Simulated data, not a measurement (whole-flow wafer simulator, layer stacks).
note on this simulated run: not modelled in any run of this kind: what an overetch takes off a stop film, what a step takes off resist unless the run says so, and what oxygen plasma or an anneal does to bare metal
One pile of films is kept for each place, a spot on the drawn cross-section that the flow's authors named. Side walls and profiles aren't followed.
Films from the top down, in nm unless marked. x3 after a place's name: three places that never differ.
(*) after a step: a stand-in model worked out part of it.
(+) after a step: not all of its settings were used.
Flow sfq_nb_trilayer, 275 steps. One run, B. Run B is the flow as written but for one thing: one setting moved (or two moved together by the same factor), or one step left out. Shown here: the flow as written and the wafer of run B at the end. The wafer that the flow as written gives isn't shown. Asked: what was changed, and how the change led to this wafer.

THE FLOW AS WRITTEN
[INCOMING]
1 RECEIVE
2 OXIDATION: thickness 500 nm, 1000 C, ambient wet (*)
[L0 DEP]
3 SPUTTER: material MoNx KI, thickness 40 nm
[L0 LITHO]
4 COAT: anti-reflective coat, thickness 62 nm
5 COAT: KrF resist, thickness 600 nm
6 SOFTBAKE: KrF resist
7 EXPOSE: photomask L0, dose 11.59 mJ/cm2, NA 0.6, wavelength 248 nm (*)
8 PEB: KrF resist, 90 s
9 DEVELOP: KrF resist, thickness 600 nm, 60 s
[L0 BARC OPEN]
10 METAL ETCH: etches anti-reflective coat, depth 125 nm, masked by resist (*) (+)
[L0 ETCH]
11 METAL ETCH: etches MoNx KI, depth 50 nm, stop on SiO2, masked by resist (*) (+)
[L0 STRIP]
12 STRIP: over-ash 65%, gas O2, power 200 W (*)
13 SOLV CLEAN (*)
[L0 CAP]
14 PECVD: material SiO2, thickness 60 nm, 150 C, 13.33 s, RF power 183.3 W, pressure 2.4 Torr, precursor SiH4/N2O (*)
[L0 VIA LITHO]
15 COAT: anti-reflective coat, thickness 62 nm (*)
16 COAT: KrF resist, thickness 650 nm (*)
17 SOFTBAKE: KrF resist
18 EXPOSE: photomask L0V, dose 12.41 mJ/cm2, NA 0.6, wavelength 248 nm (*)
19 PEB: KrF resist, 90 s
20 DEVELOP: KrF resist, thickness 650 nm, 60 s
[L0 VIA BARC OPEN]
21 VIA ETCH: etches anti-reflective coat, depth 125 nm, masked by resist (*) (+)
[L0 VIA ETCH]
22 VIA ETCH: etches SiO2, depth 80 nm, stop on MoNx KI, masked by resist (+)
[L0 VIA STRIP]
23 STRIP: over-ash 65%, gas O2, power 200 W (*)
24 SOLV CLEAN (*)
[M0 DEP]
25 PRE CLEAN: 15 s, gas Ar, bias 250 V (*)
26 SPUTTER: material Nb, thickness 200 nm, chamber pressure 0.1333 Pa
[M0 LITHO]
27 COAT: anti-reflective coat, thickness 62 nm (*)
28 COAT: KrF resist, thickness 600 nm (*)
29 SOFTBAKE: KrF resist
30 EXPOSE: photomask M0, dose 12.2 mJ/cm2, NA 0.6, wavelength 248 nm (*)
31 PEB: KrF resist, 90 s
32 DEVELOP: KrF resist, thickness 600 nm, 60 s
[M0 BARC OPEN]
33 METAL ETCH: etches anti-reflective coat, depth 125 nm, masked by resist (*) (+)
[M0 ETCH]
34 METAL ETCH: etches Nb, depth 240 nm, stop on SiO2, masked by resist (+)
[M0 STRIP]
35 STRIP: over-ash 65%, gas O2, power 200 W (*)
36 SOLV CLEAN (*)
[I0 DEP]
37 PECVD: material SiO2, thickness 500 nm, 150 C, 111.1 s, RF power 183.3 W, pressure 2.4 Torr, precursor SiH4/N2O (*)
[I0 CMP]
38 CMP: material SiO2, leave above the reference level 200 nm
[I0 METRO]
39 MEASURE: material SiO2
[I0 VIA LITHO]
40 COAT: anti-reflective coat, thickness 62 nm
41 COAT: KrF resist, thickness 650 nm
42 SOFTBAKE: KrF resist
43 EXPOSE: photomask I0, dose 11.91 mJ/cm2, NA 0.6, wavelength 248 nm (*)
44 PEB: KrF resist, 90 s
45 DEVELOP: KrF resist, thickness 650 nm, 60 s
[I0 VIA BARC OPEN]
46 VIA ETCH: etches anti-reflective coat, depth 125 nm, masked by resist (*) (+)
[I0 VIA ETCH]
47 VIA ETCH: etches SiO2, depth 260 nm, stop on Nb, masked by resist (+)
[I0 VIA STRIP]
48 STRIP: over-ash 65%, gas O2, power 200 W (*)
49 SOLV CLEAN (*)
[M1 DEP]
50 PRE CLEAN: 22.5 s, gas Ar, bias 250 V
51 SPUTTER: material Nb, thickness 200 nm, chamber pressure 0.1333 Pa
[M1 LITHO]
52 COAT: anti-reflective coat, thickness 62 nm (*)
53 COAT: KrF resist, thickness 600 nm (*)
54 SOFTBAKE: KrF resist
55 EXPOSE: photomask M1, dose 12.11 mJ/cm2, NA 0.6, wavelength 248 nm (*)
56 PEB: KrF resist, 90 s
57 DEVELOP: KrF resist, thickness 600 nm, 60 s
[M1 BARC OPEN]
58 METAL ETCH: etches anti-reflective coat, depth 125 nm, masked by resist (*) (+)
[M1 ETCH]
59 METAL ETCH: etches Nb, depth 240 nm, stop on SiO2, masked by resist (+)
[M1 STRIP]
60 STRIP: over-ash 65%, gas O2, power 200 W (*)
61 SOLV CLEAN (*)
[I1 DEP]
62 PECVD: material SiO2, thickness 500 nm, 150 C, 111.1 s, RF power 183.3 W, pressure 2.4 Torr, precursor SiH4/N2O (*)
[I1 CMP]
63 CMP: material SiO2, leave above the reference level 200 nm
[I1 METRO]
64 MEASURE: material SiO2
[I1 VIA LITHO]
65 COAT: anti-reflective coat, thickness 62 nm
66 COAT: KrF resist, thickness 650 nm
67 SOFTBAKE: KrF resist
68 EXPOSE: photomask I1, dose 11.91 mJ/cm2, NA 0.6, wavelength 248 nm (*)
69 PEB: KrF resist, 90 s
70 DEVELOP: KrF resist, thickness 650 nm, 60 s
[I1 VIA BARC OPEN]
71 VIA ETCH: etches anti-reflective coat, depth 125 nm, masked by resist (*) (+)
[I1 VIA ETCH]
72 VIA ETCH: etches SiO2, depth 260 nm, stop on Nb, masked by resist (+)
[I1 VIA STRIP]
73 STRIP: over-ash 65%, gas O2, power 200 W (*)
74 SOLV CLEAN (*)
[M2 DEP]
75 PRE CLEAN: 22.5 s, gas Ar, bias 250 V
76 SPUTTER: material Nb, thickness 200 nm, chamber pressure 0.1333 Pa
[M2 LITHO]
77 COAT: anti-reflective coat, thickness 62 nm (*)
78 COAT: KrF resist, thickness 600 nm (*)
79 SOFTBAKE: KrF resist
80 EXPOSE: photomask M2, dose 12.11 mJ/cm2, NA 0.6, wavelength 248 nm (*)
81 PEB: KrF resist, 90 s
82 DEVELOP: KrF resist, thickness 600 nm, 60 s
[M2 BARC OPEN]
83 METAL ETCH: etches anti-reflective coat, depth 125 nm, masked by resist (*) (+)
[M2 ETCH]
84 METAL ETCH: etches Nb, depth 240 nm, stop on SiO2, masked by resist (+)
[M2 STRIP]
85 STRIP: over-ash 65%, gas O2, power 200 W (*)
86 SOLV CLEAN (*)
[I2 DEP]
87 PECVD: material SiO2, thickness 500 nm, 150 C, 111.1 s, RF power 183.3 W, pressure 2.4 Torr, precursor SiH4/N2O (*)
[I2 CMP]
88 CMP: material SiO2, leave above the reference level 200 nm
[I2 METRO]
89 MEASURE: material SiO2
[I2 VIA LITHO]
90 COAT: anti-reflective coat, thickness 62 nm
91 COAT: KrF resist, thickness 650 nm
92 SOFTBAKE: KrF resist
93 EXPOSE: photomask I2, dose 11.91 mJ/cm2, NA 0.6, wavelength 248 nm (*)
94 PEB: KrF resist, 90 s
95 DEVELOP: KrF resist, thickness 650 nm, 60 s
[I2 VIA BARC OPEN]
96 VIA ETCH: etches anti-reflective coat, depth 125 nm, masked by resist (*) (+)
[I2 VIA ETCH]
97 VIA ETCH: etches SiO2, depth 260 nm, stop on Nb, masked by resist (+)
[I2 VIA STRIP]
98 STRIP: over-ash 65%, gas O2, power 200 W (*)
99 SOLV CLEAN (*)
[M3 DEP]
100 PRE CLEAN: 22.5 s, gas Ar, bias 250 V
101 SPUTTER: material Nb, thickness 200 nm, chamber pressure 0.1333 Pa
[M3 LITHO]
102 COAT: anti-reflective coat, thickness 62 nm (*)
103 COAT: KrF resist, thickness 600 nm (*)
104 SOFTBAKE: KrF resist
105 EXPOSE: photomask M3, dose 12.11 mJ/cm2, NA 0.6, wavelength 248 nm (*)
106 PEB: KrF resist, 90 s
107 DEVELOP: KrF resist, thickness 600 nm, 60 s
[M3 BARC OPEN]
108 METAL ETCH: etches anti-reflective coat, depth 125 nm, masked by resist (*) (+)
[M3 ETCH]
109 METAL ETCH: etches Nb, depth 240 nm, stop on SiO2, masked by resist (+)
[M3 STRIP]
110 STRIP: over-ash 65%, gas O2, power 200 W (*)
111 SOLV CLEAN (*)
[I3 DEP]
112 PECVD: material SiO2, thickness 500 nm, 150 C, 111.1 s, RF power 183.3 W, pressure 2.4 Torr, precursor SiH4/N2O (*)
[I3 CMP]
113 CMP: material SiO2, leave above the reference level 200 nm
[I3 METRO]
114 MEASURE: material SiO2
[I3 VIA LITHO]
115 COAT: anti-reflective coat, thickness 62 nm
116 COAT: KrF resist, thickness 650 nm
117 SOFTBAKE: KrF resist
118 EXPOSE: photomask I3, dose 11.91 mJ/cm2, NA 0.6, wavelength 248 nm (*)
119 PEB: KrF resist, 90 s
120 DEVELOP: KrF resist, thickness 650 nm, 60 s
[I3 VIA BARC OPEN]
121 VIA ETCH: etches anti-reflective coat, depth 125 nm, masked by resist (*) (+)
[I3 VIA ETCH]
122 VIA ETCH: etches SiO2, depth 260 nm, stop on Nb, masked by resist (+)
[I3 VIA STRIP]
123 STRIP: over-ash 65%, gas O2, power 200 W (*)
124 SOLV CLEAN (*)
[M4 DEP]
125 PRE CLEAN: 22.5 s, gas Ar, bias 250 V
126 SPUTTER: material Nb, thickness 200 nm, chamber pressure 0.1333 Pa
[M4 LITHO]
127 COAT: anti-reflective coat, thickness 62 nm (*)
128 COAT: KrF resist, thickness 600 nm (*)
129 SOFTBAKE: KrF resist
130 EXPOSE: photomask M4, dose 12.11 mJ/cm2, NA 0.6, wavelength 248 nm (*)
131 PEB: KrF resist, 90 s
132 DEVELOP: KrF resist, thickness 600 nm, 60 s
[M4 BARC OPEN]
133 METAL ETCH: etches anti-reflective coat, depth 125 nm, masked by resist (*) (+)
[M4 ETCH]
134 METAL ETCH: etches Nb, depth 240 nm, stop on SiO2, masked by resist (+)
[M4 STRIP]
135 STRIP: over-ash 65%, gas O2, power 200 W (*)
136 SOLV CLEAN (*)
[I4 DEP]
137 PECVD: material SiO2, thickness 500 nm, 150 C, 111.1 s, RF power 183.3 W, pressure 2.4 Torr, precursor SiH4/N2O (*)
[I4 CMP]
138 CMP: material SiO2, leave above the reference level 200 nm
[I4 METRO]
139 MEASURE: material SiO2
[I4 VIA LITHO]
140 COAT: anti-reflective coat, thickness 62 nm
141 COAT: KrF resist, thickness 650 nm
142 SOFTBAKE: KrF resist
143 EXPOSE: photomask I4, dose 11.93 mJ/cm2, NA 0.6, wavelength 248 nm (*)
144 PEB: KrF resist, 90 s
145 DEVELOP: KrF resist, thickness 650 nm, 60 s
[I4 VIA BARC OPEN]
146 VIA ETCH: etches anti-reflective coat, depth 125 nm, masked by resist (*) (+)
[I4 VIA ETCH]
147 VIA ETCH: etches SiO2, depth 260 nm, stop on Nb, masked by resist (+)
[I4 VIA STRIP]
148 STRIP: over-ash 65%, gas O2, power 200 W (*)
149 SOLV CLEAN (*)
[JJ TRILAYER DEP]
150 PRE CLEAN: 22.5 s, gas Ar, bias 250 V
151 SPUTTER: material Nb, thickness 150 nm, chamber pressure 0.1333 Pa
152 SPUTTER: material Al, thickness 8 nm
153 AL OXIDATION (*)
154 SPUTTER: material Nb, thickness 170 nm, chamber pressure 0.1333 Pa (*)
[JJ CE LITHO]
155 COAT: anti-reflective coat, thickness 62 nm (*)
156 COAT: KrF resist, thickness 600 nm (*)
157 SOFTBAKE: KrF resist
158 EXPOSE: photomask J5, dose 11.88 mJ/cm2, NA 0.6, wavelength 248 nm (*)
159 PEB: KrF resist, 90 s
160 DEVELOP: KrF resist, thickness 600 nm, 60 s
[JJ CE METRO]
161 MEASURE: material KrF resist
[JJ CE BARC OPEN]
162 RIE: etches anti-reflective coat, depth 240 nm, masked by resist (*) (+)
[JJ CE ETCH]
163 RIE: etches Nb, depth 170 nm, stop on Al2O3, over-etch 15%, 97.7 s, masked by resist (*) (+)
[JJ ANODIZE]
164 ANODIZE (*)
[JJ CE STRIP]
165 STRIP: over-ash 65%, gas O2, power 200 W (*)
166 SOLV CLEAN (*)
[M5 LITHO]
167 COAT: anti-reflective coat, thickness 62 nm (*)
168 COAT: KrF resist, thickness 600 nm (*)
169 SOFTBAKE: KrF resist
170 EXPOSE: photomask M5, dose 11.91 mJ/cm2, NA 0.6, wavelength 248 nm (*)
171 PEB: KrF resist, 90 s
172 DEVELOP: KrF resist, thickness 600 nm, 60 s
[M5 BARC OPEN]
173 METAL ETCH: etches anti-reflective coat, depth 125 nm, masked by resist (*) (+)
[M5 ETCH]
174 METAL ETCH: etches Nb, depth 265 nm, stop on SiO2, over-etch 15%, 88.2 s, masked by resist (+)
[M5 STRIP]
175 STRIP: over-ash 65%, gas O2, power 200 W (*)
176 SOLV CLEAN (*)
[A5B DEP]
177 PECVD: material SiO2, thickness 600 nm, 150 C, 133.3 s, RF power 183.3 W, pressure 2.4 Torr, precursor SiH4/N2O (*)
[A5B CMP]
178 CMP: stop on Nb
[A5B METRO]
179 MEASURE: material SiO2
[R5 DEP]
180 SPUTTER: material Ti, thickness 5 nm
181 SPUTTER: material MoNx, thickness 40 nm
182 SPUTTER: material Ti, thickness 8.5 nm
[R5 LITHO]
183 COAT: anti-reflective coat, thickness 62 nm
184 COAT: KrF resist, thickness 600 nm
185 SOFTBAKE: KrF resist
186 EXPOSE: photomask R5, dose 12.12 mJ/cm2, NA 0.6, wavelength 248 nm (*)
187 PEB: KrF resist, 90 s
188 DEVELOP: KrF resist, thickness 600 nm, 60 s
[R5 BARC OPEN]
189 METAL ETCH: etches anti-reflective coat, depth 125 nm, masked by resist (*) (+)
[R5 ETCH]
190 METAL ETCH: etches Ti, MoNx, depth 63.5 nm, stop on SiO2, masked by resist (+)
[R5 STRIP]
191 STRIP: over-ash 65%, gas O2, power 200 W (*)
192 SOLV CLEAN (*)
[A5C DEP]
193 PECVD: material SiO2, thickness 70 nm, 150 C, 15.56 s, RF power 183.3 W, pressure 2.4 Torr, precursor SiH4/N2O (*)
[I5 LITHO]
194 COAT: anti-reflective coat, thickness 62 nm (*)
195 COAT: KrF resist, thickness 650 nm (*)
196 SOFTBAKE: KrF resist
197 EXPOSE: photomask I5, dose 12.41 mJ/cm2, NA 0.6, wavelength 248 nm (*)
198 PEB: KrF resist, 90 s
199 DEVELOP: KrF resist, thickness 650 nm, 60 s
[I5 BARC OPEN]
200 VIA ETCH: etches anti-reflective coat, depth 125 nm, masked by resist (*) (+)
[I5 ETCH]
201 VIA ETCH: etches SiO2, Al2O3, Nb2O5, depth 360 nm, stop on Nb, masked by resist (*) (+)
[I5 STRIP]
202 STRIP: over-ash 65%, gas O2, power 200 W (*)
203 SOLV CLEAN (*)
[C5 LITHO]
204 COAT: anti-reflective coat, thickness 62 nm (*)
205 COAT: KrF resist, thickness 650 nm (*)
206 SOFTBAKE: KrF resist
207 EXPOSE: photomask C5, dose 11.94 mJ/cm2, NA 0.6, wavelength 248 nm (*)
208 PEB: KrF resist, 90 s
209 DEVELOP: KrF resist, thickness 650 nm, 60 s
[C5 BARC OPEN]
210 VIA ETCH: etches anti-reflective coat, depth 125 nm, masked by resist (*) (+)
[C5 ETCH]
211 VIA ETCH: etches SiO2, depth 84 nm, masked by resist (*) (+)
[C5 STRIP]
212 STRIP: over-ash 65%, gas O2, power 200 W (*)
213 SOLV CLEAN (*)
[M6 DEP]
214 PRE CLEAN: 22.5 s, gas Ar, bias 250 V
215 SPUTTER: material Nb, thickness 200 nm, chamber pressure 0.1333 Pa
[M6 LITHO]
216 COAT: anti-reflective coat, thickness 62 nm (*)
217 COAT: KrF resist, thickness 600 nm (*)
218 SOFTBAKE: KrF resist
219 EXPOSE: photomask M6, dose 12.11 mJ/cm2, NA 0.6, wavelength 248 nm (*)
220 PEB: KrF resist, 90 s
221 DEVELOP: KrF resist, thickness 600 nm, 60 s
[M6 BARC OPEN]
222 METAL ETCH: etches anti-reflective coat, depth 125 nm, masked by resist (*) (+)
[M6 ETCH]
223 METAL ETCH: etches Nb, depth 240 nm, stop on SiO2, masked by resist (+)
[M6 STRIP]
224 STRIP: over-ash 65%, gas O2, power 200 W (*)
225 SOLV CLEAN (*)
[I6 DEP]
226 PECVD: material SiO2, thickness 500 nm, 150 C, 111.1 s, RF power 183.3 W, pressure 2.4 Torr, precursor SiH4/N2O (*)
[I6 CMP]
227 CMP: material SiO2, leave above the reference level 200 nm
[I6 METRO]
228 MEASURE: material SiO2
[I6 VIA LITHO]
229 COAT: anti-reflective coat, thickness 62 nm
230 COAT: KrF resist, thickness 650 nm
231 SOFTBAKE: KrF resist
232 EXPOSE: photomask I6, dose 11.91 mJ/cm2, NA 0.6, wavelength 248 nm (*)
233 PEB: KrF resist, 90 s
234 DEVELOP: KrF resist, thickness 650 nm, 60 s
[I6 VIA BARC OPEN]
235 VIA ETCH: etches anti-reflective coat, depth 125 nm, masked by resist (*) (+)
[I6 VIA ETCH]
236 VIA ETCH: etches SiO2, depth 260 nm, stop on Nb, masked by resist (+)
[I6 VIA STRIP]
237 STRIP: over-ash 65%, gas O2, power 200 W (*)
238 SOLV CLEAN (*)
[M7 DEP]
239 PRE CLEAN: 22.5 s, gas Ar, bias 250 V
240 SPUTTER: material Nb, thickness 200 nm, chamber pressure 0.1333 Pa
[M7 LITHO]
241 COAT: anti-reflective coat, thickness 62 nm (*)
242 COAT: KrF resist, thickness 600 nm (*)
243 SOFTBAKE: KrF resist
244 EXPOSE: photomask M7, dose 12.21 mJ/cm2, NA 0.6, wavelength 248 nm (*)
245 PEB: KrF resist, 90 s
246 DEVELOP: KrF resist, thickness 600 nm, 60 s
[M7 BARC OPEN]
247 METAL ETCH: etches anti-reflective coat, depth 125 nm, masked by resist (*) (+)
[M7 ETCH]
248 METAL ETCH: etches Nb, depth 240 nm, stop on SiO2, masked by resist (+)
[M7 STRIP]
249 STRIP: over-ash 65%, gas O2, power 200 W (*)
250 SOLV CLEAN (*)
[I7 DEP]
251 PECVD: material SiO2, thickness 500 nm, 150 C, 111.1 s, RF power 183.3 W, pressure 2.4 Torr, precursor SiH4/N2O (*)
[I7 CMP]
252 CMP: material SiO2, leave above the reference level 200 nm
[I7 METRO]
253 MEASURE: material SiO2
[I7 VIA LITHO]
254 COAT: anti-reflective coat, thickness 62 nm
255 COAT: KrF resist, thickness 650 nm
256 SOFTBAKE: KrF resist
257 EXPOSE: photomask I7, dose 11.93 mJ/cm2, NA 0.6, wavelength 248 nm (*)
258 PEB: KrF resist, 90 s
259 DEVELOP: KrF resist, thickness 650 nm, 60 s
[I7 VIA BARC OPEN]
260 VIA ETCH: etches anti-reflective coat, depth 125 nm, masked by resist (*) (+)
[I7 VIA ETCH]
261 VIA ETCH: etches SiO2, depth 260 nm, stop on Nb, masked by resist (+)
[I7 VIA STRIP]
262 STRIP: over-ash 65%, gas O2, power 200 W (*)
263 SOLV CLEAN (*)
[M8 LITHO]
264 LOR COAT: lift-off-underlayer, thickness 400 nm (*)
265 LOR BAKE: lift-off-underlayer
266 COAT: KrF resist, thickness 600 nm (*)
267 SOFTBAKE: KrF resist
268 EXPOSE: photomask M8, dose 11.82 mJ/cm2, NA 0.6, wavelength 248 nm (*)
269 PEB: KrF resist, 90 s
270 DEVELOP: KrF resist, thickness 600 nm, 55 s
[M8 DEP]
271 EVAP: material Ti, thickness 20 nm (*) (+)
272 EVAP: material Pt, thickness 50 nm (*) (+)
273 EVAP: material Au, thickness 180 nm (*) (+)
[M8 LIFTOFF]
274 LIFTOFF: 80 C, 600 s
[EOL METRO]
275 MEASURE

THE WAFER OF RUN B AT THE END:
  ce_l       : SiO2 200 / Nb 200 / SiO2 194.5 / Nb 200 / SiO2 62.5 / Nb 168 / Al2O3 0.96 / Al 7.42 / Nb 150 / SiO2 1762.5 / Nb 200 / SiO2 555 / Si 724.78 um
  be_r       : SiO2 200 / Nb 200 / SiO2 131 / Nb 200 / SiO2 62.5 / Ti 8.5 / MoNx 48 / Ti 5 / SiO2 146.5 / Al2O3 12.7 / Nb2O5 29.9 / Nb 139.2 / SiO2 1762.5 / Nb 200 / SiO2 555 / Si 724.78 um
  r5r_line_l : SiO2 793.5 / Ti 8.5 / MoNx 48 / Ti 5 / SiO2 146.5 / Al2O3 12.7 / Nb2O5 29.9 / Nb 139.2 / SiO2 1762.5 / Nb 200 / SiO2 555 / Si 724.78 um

The cause: step 181, SPUTTER: thickness 48 nm was run, where the flow has thickness 40 nm.
It can be read off the wafer: be_r has MoNx 48, and step 181 as written asks for 40 nm.

How the change led to this, step by step:
  181 SPUTTER: material MoNx, thickness 40 nm
      field_l, v_sur, via_wl and 103 more: MoNx +48 (new film) (as written it would be: MoNx +40 (new film))
  190 METAL ETCH: etches Ti, MoNx, depth 63.5 nm, stop on SiO2, masked by resist (+)
      field_l, v_sur, via_wl and 92 more: Ti -8.5 (all of it), MoNx -48 (all of it), Ti -5 (all of it) (as written it would be: Ti -8.5 (all of it), MoNx -40 (all of it), Ti -5 (all of it))
      ce_l, c5j, ce_r, wl_jj: Ti -8.5 (all of it), MoNx -48 (all of it), Ti -5 (all of it), Nb -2 (as written it would be: Ti -8.5 (all of it), MoNx -40 (all of it), Ti -5 (all of it), Nb -10)
  194 COAT: anti-reflective coat, thickness 62 nm (*)
      wl_j_sl, wl_j_sr: anti-reflective coat +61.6 (new film) (as written it would be: anti-reflective coat +60.2 (new film))
      r5r_spacepad_l, r5r_spacepad_r: anti-reflective coat +87.8 (new film) (as written it would be: anti-reflective coat +84.4 (new film))
      (and at 10 more places)
  202 STRIP: over-ash 65%, gas O2, power 200 W (*)
      wl_j_sl, wl_j_sr: KrF resist -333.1 (all of it), anti-reflective coat -61.6 (all of it) (as written it would be: KrF resist -333.3 (all of it), anti-reflective coat -60.2 (all of it))
      r5r_spacepad_l, r5r_spacepad_r: KrF resist -335.9 (all of it), anti-reflective coat -87.8 (all of it) (as written it would be: KrF resist -335.6 (all of it), anti-reflective coat -84.4 (all of it))
      (and at 10 more places)
  204 COAT: anti-reflective coat, thickness 62 nm (*)
      wl_j_sl, wl_j_sr: anti-reflective coat +61.6 (new film) (as written it would be: anti-reflective coat +60.2 (new film))
      r5r_spacepad_l, r5r_spacepad_r: anti-reflective coat +87.8 (new film) (as written it would be: anti-reflective coat +84.4 (new film))
      (and at 10 more places)
  210 VIA ETCH: etches anti-reflective coat, depth 125 nm, masked by resist (*) (+)
      c5j: anti-reflective coat -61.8 (all of it), SiO2 -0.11 (as written it would be: anti-reflective coat -63.9 (all of it), SiO2 -0.11)
  212 STRIP: over-ash 65%, gas O2, power 200 W (*)
      wl_j_sl, wl_j_sr: KrF resist -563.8 (all of it), anti-reflective coat -61.6 (all of it) (as written it would be: KrF resist -563.4 (all of it), anti-reflective coat -60.2 (all of it))
      r5r_spacepad_l, r5r_spacepad_r: KrF resist -566.6 (all of it), anti-reflective coat -87.8 (all of it) (as written it would be: KrF resist -565.8 (all of it), anti-reflective coat -84.4 (all of it))
      (and at 9 more places)
  216 COAT: anti-reflective coat, thickness 62 nm (*)
      r5r_line_l, r5r_line_c, r5r_line_r: anti-reflective coat +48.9 (new film) (as written it would be: anti-reflective coat +50 (new film))
      wl_j_sl, wl_j_sr: anti-reflective coat +61.6 (new film) (as written it would be: anti-reflective coat +60.2 (new film))
      (and at 8 more places)
  222 METAL ETCH: etches anti-reflective coat, depth 125 nm, masked by resist (*) (+)
      r5r_line_l, r5r_line_c, r5r_line_r: anti-reflective coat -48.9 (all of it) (as written it would be: anti-reflective coat -50 (all of it))
      r5r_spacepad_l, r5r_spacepad_r: anti-reflective coat -89.7 (all of it) (as written it would be: anti-reflective coat -85.7 (all of it))
      (and at 1 more place)
  224 STRIP: over-ash 65%, gas O2, power 200 W (*)
      wl_j_sl, wl_j_sr: KrF resist -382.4 (all of it), anti-reflective coat -61.6 (all of it) (as written it would be: KrF resist -382.5 (all of it), anti-reflective coat -60.2 (all of it))
      jj_sur: KrF resist -378.5 (all of it), anti-reflective coat -58.2 (all of it) (as written it would be: KrF resist -378.5 (all of it), anti-reflective coat -56.1 (all of it))
      (and at 4 more places)
  227 CMP: material SiO2, leave above the reference level 200 nm
      r5r_line_l, r5r_spacepad_l, r5r_spacepad_r, r5r_line_c, r5r_line_r: SiO2 -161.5 (as written it would be: SiO2 -153.5)
      ce_l, ce_r, wl_jj: SiO2 -298 (as written it would be: SiO2 -290)
      (and at 5 more places)
